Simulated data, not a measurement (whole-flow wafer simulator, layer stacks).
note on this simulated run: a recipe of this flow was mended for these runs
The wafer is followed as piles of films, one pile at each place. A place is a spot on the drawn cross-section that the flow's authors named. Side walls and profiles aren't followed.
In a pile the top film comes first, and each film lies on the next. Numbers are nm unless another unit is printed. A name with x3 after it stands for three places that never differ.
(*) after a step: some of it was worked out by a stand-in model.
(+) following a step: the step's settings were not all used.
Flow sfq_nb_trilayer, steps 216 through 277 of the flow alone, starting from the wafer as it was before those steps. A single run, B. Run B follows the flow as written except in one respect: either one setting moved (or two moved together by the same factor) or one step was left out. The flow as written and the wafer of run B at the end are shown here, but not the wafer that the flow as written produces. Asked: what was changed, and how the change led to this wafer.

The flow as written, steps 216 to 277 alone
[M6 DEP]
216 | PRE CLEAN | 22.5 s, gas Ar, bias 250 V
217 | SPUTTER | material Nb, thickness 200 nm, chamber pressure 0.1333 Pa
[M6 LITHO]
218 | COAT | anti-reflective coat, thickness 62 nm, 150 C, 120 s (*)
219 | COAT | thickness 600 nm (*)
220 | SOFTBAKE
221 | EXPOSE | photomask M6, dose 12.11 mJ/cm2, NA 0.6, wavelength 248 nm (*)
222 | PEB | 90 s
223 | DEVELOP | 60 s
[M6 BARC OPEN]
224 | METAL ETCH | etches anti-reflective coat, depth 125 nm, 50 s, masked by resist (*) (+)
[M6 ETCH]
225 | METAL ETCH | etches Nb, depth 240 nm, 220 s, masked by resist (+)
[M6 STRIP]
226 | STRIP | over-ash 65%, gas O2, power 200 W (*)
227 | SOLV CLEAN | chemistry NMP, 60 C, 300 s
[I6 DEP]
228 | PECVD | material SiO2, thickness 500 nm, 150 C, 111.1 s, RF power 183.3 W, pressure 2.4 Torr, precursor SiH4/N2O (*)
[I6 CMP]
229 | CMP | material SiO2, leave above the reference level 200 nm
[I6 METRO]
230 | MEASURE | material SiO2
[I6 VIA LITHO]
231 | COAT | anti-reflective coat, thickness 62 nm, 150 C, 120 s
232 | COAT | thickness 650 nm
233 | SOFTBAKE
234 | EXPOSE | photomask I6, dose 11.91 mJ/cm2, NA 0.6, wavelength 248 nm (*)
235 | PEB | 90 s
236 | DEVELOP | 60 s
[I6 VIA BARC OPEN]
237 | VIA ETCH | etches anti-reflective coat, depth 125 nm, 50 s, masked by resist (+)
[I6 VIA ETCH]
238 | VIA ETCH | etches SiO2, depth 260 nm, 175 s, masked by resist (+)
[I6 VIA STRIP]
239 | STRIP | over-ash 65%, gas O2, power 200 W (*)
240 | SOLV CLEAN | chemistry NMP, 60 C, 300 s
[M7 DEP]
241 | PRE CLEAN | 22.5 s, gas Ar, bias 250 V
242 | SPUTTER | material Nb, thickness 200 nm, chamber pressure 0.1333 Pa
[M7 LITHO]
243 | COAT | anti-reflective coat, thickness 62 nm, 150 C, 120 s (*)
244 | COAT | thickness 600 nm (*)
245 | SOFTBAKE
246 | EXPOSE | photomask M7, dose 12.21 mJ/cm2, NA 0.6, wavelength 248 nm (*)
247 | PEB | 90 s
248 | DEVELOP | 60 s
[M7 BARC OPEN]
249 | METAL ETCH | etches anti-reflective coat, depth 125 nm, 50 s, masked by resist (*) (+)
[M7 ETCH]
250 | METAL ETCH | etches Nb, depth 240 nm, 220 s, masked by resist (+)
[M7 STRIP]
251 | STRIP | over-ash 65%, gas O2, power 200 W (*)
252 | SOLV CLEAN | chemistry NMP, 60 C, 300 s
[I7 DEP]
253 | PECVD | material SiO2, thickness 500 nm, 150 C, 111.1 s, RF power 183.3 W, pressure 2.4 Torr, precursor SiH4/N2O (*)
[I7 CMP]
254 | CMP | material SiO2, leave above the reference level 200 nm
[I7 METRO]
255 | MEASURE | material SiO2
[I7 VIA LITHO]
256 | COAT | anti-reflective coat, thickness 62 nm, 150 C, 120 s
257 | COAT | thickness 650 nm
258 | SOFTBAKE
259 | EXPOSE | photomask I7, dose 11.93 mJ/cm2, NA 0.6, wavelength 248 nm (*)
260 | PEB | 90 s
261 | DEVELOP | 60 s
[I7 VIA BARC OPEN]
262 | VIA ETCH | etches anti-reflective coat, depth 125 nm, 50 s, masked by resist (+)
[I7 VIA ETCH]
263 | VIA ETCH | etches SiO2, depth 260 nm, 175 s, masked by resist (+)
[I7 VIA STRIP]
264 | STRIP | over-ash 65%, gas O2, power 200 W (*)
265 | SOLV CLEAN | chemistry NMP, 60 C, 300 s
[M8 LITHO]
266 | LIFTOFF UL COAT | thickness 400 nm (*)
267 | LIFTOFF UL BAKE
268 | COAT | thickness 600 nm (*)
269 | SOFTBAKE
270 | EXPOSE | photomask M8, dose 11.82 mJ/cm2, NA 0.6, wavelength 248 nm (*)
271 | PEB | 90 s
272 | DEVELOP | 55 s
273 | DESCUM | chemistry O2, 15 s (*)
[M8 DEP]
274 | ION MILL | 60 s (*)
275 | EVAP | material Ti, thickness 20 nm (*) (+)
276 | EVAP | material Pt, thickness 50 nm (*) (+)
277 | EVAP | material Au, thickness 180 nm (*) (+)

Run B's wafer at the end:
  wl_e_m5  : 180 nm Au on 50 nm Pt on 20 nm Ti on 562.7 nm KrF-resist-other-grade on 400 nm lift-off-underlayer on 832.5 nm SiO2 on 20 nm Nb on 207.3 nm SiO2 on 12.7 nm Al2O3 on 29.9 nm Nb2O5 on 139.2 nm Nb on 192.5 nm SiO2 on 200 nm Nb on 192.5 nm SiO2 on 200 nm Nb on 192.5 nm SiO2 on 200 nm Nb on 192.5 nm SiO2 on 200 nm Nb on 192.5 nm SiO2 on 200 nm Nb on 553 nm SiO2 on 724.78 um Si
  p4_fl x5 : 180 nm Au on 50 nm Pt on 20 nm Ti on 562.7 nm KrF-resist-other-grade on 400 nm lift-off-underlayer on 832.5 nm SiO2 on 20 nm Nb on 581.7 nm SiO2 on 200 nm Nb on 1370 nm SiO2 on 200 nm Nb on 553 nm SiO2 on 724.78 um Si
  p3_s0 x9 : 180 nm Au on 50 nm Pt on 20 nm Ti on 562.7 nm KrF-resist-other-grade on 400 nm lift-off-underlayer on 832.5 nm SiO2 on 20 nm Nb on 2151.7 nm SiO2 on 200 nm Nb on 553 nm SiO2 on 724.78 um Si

What caused this: step 217, SPUTTER: thickness 260 nm was run, though the flow has thickness 200 nm.

Step by step, how the change led to this:
  217 | SPUTTER | material Nb, thickness 200 nm, chamber pressure 0.1333 Pa
      field_l, v_sur, via_wl and 100 more: +260 Nb (new film) (it would be, as written: +200 Nb (new film))
      be: +188.6 Nb (it would be, as written: +145.8 Nb)
      (as well as at 2 more places)
  218 | COAT | anti-reflective coat, thickness 62 nm, 150 C, 120 s (*)
      wire: +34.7 anti-reflective coat (new film) (it would be, as written: +33.4 anti-reflective coat (new film))
      be: +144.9 anti-reflective coat (new film) (it would be, as written: +139.6 anti-reflective coat (new film))
      (as well as at 2 more places)
  225 | METAL ETCH | etches Nb, depth 240 nm, 220 s, masked by resist (+)
      field_l, gap, moat and 76 more: -240 Nb (it would be, as written: -200 Nb (all of it), -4 SiO2)
  226 | STRIP | over-ash 65%, gas O2, power 200 W (*)
      wire: -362 KrF-resist-other-grade (all of it), -34.7 anti-reflective coat (all of it) (it would be, as written: -363.9 KrF-resist-other-grade (all of it), -33.4 anti-reflective coat (all of it))
      be: -569.8 KrF-resist-other-grade (all of it), -144.9 anti-reflective coat (all of it) (it would be, as written: -559.4 KrF-resist-other-grade (all of it), -139.6 anti-reflective coat (all of it))
      (as well as at 2 more places)
  228 | PECVD | material SiO2, thickness 500 nm, 150 C, 111.1 s, RF power 183.3 W, pressure 2.4 Torr, precursor SiH4/N2O (*)
      field_l, p4_fl x5, p4_w1 x9 and 50 more: +500 SiO2 (new film) (it would be, as written: +500 SiO2)
      moat, field_r, lsp_l, ln_m5, lsp_m: +492.3 SiO2 (new film) (it would be, as written: +493.5 SiO2)
      (as well as at 10 more places)
  229 | CMP | material SiO2, leave above the reference level 200 nm
      field_l, p4_fl x5, p4_w1 x9 and 47 more: -60 SiO2 (it would be, as written: -96 SiO2)
      moat, field_r, lsp_l, ln_m5, lsp_m: -52.3 SiO2 (it would be, as written: -89.5 SiO2)
      (as well as at 9 more places)
If metal films that touch count as one body, wl_e_m5 has 8 bodies (between them, from the top down: KrF-resist-other-grade 562.7 / lift-off-underlayer 400 / SiO2 832.5; SiO2 207.3 / Al2O3 12.7 / Nb2O5 29.9; SiO2 192.5; SiO2 192.5; SiO2 192.5; SiO2 192.5; SiO2 192.5); the flow as written gives 7 bodies (between them, from the top down: KrF-resist-other-grade 562.7 / lift-off-underlayer 400 / SiO2 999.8 / Al2O3 12.7 / Nb2O5 29.9; SiO2 192.5; SiO2 192.5; SiO2 192.5; SiO2 192.5; SiO2 192.5).
If metal films that touch count as one body, p4_fl x5 has 4 bodies (between them, from the top down: KrF-resist-other-grade 562.7 / lift-off-underlayer 400 / SiO2 832.5; SiO2 581.7; SiO2 1370); the flow as written gives 3 bodies (between them, from the top down: KrF-resist-other-grade 562.7 / lift-off-underlayer 400 / SiO2 1374.2; SiO2 1370).
If metal films that touch count as one body, p3_s0 x9 has 3 bodies (between them, from the top down: KrF-resist-other-grade 562.7 / lift-off-underlayer 400 / SiO2 832.5; SiO2 2151.7); the flow as written gives 2 bodies (between them, from the top down: KrF-resist-other-grade 562.7 / lift-off-underlayer 400 / SiO2 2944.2).
